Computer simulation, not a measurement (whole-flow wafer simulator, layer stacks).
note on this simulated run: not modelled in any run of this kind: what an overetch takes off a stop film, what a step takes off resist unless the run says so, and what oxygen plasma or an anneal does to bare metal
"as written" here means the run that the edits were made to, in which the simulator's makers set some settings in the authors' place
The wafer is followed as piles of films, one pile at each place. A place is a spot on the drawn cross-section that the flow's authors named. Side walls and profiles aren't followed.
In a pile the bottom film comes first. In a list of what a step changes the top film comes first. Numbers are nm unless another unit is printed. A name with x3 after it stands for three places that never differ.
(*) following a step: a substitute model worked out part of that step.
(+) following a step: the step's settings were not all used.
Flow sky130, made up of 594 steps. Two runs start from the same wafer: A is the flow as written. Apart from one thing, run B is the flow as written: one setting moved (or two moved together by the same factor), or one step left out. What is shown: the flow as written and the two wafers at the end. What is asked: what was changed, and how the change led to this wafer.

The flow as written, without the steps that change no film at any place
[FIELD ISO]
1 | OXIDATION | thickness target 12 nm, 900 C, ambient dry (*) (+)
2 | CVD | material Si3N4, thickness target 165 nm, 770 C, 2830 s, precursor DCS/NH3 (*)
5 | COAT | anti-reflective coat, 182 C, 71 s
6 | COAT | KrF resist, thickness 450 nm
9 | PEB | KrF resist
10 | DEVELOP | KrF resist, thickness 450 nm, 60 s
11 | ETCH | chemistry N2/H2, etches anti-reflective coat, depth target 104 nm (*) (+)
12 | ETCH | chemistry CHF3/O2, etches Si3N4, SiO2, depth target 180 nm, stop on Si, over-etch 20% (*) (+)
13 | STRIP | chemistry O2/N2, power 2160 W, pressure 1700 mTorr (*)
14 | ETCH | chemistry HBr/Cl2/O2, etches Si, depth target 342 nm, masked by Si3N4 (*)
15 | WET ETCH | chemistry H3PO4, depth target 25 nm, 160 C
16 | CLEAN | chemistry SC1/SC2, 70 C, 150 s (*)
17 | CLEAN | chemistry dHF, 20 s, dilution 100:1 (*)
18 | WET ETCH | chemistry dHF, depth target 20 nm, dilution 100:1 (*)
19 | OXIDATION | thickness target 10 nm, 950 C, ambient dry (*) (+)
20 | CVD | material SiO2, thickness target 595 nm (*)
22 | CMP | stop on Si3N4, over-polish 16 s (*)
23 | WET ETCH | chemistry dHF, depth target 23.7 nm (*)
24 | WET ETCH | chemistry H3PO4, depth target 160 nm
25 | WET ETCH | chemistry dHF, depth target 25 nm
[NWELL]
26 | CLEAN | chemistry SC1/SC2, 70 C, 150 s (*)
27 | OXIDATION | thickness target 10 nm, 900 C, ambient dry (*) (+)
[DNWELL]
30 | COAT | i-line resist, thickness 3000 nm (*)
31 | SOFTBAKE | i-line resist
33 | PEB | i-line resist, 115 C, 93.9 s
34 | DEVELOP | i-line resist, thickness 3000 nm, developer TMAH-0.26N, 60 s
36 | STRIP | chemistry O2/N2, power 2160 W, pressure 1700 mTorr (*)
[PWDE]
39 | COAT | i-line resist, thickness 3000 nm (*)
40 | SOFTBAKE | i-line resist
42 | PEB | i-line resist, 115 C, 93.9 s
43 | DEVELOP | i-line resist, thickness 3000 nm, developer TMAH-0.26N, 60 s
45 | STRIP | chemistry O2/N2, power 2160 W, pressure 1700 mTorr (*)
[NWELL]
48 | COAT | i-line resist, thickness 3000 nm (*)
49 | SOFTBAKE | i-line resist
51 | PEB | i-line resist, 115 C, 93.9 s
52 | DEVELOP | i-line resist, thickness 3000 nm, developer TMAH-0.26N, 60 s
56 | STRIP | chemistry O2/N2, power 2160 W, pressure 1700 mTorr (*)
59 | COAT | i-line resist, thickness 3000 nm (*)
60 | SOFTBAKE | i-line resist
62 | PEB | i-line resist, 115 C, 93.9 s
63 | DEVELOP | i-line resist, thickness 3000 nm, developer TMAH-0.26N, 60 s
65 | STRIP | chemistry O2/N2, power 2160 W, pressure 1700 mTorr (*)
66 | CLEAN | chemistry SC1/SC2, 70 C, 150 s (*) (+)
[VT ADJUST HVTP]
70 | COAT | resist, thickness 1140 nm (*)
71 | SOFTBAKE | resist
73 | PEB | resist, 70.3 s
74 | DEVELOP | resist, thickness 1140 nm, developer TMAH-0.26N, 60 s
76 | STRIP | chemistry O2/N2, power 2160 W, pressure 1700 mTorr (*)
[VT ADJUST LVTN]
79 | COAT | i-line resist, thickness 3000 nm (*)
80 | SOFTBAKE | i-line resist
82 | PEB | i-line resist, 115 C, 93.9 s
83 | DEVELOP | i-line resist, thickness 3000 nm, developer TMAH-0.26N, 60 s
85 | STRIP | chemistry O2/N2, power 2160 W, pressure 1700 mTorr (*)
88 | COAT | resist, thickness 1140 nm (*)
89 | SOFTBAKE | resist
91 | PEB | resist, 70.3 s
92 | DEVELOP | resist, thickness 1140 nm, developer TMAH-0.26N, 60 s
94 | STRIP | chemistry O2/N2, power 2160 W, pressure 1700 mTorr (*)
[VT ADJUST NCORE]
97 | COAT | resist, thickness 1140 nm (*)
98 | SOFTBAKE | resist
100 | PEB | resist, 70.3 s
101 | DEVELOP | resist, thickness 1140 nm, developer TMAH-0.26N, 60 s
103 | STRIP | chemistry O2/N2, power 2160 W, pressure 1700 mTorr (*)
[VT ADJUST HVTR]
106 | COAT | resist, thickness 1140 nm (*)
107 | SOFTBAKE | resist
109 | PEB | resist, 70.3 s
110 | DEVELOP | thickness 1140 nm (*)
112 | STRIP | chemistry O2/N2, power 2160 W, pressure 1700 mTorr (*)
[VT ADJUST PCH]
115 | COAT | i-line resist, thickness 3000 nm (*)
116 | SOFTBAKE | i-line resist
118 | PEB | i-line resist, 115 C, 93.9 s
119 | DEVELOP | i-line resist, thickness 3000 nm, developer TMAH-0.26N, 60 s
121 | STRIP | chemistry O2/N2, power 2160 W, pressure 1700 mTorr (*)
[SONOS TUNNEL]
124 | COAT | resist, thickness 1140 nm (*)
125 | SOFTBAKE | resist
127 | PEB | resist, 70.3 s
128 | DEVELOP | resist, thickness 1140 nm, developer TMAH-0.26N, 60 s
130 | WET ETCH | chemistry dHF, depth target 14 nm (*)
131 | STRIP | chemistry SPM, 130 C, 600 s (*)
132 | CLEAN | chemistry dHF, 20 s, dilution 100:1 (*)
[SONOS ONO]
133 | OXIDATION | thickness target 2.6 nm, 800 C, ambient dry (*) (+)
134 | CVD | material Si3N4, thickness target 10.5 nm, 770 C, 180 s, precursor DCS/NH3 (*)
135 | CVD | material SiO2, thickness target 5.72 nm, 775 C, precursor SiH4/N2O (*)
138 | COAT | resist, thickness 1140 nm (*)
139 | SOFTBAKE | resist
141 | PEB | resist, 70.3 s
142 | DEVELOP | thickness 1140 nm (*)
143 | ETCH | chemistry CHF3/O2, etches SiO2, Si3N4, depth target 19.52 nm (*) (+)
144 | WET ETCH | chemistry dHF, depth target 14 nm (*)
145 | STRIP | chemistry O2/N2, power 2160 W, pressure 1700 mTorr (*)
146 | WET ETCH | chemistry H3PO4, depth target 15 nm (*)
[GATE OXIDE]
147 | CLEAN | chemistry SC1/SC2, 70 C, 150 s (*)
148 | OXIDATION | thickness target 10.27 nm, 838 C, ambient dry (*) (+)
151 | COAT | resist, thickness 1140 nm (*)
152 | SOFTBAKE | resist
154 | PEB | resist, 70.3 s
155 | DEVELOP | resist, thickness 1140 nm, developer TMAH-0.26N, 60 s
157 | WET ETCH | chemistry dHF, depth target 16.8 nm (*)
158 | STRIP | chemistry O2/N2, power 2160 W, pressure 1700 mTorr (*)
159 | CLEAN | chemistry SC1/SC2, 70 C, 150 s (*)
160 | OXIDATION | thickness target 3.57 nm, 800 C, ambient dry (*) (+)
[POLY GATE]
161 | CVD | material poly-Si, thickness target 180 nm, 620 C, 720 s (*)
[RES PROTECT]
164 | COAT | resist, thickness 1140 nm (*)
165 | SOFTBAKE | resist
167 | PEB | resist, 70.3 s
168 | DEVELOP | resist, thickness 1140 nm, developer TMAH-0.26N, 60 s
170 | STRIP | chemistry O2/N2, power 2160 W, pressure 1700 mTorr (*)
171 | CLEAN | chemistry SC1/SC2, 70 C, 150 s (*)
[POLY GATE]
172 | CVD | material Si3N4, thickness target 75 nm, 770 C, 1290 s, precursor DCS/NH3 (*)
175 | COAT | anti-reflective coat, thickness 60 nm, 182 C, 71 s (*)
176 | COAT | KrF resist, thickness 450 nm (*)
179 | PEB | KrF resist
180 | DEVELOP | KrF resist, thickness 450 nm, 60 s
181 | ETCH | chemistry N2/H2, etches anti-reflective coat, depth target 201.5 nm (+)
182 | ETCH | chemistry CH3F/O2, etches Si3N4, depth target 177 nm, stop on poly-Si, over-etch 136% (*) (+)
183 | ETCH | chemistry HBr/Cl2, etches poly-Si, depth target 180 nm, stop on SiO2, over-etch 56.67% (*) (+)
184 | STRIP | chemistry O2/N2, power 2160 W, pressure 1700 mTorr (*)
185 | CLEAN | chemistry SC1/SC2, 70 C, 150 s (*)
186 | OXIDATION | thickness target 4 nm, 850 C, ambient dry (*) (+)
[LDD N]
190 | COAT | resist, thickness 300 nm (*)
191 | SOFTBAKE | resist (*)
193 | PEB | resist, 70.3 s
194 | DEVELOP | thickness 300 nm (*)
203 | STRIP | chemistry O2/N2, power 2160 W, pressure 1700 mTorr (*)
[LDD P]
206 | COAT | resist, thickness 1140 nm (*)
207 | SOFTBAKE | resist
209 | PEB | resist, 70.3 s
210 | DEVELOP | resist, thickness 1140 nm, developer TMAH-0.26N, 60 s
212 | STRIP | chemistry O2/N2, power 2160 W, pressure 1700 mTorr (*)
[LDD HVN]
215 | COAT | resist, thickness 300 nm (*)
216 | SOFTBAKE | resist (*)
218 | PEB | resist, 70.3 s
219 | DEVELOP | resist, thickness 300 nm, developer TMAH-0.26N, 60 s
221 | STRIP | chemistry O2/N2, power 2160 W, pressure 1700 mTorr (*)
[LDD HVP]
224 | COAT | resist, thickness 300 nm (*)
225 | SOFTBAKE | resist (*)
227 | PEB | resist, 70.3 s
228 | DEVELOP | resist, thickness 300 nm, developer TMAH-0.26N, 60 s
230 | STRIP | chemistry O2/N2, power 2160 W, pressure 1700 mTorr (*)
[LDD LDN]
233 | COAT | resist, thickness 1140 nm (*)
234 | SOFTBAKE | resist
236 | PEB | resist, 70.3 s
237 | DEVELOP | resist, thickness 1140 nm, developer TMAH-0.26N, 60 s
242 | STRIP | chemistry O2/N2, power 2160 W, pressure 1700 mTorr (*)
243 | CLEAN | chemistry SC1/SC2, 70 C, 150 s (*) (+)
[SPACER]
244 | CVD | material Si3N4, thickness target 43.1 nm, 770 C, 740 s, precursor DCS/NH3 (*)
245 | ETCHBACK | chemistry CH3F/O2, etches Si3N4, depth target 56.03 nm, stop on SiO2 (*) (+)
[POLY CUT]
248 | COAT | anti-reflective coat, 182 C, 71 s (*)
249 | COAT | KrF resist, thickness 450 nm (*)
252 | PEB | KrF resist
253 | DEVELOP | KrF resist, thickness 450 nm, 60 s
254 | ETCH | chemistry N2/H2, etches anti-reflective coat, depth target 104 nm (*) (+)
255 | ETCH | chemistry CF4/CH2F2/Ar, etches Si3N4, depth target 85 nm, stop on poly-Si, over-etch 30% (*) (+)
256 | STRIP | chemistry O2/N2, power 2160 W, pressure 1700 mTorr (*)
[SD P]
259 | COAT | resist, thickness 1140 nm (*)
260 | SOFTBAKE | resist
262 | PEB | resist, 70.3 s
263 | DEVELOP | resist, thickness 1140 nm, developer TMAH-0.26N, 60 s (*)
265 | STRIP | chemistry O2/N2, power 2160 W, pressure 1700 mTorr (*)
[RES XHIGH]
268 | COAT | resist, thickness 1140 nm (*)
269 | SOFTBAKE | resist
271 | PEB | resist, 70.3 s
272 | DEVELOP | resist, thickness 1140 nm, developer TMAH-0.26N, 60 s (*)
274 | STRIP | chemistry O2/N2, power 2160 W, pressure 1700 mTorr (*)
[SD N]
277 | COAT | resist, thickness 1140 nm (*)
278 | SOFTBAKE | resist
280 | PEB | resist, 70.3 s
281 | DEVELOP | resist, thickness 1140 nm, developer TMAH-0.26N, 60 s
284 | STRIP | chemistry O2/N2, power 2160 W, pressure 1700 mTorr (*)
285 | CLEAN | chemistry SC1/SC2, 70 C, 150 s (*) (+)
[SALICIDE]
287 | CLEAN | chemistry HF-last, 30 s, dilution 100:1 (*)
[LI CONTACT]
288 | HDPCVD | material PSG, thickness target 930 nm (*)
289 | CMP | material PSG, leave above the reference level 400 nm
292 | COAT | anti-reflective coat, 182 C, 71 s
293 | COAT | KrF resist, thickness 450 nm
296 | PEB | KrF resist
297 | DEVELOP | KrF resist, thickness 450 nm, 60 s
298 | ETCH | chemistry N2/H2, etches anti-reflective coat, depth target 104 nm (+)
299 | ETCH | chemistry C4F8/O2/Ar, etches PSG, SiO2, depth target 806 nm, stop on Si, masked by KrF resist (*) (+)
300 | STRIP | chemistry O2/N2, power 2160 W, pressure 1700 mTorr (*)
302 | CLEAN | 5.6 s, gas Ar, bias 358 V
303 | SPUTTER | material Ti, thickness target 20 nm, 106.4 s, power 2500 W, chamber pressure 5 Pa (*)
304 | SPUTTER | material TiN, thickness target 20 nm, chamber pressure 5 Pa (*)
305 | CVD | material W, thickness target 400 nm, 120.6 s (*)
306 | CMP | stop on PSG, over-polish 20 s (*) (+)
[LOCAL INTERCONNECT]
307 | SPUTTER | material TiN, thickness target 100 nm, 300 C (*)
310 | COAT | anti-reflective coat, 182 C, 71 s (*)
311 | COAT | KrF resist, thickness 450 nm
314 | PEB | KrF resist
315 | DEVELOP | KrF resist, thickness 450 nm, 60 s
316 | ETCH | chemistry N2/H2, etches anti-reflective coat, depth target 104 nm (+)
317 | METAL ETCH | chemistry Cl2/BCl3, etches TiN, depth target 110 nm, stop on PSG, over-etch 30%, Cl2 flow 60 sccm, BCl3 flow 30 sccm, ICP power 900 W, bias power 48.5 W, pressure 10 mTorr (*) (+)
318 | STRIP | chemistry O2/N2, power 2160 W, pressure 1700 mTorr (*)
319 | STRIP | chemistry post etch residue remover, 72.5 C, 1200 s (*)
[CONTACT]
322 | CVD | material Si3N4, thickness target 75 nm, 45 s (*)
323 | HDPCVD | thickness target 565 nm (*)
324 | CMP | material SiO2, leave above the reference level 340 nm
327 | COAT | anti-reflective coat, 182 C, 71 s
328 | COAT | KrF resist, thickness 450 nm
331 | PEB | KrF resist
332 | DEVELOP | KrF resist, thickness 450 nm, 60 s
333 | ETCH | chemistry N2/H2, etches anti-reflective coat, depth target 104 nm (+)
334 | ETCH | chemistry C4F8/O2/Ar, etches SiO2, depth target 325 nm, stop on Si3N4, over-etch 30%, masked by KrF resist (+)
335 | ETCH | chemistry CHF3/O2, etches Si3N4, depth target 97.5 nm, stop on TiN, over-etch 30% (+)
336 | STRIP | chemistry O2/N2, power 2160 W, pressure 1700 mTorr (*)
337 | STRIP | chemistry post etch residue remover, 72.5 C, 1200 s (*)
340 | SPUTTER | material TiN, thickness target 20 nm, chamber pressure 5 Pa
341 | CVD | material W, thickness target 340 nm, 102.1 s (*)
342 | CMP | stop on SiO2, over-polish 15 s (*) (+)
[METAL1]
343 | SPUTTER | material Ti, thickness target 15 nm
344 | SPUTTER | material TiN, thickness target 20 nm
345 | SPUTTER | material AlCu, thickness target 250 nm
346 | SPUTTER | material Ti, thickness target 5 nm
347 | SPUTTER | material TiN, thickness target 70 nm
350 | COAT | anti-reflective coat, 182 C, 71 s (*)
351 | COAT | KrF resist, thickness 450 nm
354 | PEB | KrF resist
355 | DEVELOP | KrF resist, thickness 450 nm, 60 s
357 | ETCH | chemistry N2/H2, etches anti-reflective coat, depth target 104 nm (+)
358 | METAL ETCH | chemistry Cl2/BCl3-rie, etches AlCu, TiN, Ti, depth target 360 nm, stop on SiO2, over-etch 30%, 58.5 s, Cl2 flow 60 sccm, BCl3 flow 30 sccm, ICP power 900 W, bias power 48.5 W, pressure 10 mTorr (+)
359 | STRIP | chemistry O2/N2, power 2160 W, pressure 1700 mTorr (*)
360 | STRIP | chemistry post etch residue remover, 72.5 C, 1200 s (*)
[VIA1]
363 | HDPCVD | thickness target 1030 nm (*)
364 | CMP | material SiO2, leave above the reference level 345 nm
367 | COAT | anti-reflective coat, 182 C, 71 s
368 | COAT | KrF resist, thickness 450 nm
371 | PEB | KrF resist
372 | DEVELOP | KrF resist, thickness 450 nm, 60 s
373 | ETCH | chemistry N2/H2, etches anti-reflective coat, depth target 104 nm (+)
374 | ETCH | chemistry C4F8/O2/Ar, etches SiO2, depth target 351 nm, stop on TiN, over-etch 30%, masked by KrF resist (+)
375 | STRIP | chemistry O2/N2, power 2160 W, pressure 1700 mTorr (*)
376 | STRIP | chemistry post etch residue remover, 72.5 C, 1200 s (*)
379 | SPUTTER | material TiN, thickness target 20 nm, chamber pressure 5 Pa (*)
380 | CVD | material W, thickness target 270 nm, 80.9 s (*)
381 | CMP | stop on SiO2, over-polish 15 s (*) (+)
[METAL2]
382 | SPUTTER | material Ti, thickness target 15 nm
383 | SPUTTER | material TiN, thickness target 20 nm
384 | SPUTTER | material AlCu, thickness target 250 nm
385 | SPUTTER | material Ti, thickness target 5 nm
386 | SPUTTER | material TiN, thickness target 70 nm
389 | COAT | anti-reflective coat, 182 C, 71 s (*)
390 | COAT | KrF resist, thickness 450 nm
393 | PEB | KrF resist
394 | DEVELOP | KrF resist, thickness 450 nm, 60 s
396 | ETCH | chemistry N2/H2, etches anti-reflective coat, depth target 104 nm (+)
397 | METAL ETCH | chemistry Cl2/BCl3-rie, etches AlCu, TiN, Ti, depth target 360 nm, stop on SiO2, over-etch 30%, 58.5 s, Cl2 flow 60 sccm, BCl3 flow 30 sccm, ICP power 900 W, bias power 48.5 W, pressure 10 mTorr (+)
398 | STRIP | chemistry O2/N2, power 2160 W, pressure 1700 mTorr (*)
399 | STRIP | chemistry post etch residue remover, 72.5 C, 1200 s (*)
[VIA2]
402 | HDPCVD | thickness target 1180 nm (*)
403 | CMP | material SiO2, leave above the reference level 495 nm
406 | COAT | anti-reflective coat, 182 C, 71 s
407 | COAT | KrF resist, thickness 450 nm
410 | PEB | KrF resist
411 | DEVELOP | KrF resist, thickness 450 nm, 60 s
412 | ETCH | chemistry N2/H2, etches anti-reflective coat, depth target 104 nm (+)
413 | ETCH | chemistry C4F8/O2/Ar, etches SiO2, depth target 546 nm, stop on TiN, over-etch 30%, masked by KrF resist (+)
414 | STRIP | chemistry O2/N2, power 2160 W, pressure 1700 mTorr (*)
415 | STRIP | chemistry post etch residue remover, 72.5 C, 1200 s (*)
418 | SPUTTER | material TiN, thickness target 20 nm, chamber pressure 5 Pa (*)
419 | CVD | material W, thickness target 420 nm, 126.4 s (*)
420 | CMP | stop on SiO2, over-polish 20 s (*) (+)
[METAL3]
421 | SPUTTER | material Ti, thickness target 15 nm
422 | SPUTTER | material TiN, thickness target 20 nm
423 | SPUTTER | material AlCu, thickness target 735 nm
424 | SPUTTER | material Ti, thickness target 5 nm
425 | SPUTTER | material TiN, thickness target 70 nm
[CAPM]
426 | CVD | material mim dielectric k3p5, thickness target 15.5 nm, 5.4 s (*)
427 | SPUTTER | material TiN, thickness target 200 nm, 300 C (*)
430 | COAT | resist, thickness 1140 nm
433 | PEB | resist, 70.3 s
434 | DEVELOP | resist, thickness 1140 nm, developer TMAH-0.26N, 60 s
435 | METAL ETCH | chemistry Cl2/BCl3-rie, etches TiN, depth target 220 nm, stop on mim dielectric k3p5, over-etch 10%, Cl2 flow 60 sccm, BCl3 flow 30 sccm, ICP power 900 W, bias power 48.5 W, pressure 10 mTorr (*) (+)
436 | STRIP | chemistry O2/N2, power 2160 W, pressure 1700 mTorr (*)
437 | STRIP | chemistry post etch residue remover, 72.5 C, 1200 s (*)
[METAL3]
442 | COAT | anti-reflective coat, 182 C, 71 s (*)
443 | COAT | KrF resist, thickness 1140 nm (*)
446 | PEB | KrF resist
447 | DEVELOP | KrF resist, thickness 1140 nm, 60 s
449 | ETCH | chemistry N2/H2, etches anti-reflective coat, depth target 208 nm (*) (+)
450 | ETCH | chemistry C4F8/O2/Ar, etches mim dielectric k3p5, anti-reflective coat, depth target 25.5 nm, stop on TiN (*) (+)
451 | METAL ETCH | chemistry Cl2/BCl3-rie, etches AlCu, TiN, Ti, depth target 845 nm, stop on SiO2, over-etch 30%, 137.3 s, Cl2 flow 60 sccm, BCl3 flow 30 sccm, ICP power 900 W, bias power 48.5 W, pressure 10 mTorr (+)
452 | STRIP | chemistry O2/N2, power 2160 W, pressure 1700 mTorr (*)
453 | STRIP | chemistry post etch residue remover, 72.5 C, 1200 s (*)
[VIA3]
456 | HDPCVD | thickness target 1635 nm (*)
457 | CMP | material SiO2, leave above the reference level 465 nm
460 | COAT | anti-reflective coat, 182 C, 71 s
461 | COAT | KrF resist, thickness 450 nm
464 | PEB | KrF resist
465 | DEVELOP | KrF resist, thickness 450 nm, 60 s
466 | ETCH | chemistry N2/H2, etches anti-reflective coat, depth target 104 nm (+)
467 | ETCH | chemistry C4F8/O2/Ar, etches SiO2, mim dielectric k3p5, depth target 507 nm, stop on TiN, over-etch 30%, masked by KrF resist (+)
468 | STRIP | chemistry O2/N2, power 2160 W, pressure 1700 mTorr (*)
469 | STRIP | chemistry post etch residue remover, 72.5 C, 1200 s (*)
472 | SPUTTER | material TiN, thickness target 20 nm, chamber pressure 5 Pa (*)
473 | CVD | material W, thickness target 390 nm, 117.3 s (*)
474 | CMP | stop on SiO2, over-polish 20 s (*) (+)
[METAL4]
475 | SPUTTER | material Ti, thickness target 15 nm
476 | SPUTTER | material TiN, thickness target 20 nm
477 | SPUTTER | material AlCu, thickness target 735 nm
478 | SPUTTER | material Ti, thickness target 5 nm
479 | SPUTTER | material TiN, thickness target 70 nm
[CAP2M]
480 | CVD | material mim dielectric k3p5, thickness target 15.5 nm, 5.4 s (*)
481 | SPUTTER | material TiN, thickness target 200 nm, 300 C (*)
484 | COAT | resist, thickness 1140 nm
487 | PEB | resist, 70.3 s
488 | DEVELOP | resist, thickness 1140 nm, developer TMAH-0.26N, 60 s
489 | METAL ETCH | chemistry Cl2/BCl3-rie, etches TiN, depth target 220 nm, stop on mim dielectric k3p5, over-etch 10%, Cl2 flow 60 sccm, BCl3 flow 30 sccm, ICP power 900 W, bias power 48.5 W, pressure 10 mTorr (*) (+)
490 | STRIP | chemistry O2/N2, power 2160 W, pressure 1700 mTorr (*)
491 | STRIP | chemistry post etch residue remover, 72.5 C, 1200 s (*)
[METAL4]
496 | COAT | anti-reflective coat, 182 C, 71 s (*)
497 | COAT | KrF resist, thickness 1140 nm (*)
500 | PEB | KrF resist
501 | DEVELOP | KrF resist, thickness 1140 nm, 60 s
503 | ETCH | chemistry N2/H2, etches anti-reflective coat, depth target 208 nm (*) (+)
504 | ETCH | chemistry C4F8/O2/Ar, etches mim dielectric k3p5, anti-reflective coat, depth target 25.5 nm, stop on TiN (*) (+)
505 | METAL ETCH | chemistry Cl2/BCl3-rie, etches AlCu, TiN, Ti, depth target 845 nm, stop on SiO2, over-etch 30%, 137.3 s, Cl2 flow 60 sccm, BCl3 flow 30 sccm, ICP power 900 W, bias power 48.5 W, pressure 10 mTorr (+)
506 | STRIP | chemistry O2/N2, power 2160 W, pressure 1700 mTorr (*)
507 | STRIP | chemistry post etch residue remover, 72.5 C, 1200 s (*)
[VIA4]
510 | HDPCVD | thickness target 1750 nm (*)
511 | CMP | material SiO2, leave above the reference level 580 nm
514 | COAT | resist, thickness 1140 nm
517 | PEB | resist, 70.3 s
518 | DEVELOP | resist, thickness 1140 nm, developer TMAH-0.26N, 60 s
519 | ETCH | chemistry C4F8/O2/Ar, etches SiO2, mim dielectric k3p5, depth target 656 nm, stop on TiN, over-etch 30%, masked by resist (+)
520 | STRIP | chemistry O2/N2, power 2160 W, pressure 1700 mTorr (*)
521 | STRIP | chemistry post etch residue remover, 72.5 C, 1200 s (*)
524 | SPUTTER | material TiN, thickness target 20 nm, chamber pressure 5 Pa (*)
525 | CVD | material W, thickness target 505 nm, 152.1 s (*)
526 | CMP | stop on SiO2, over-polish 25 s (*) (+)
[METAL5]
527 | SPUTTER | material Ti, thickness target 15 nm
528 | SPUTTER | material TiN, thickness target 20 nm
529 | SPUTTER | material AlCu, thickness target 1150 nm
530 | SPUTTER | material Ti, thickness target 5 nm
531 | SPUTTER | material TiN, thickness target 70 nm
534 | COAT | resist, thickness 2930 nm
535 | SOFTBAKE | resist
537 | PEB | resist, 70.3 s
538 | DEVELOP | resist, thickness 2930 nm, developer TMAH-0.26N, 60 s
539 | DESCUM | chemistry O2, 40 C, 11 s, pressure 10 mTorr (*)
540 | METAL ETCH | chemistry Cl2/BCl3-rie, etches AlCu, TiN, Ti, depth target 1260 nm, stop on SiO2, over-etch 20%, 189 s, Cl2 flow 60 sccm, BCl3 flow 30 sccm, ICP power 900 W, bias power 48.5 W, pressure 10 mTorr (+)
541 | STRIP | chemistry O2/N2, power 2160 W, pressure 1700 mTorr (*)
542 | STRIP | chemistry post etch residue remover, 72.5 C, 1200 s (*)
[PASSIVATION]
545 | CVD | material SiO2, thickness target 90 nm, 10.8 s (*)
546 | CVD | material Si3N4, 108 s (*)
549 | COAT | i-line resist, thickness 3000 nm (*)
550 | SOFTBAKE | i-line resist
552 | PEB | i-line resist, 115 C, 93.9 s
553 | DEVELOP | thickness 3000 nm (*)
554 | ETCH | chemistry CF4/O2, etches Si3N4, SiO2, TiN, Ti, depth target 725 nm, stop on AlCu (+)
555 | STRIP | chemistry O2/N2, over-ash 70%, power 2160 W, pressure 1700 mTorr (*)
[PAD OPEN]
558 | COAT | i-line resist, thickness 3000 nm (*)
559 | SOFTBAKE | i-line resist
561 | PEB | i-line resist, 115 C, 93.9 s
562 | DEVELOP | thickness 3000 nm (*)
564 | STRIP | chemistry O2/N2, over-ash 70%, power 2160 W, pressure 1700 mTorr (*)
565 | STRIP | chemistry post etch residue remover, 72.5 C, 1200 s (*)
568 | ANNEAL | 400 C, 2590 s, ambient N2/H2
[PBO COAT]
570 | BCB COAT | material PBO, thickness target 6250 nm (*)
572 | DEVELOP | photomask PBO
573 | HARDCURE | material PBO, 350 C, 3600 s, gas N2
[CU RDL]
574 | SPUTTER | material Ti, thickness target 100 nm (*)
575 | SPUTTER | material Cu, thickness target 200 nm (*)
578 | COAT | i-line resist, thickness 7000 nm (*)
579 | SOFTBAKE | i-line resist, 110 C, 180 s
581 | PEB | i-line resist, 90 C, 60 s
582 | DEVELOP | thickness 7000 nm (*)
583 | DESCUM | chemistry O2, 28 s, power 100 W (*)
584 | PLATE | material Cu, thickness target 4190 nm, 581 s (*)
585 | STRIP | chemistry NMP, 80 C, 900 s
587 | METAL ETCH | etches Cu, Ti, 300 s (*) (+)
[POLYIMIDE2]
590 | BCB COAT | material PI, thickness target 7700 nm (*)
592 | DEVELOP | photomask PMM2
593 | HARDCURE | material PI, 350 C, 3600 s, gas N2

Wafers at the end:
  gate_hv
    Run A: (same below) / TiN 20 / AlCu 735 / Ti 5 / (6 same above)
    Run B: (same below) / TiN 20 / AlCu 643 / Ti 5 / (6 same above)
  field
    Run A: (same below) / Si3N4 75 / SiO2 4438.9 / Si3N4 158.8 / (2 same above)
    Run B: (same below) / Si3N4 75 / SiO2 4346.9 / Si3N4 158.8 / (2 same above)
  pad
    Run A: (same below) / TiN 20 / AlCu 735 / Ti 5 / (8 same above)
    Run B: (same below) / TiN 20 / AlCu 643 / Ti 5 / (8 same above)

What caused this: step 477, SPUTTER: thickness target 643 nm was run, while the flow as written has thickness target 735 nm.
The wafer itself shows it: gate_hv has AlCu 643, and step 477 as written asks for 735 nm.

The path from the change to this, step by step:
  477 | SPUTTER | material AlCu, thickness target 735 nm
      field, active, n_well and 189 more: A AlCu gains 735 (new film) | B AlCu gains 643 (new film)
  505 | METAL ETCH | chemistry Cl2/BCl3-rie, etches AlCu, TiN, Ti, depth target 845 nm, stop on SiO2, over-etch 30%, 137.3 s, Cl2 flow 60 sccm, BCl3 flow 30 sccm, ICP power 900 W, bias power 48.5 W, pressure 10 mTorr (+)
      field, gate, spacer and 68 more: A TiN loses 70 (all of it), Ti loses 5 (all of it), AlCu loses 735 (all of it), TiN loses 20 (all of it), Ti loses 15 (all of it), SiO2 loses 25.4 | B TiN loses 70 (all of it), Ti loses 5 (all of it), AlCu loses 643 (all of it), TiN loses 20 (all of it), Ti loses 15 (all of it), SiO2 loses 34.6
      active, vpp_iso1, mim_edge_plate and 13 more: A TiN loses 70 (all of it), Ti loses 5 (all of it), AlCu loses 735 (all of it), TiN loses 20 (all of it), Ti loses 15 (all of it), SiO2 loses 25.3 | B TiN loses 70 (all of it), Ti loses 5 (all of it), AlCu loses 643 (all of it), TiN loses 20 (all of it), Ti loses 15 (all of it), SiO2 loses 34.6
      (and at 1 other place as well)
  511 | CMP | material SiO2, leave above the reference level 580 nm
      field, gate, spacer and 61 more: A SiO2 loses 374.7 | B SiO2 loses 457.4
      active, vpp_ln, vpp_iso2 and 13 more: A SiO2 loses 374.7 | B SiO2 loses 457.5
      (and at 8 other places as well)
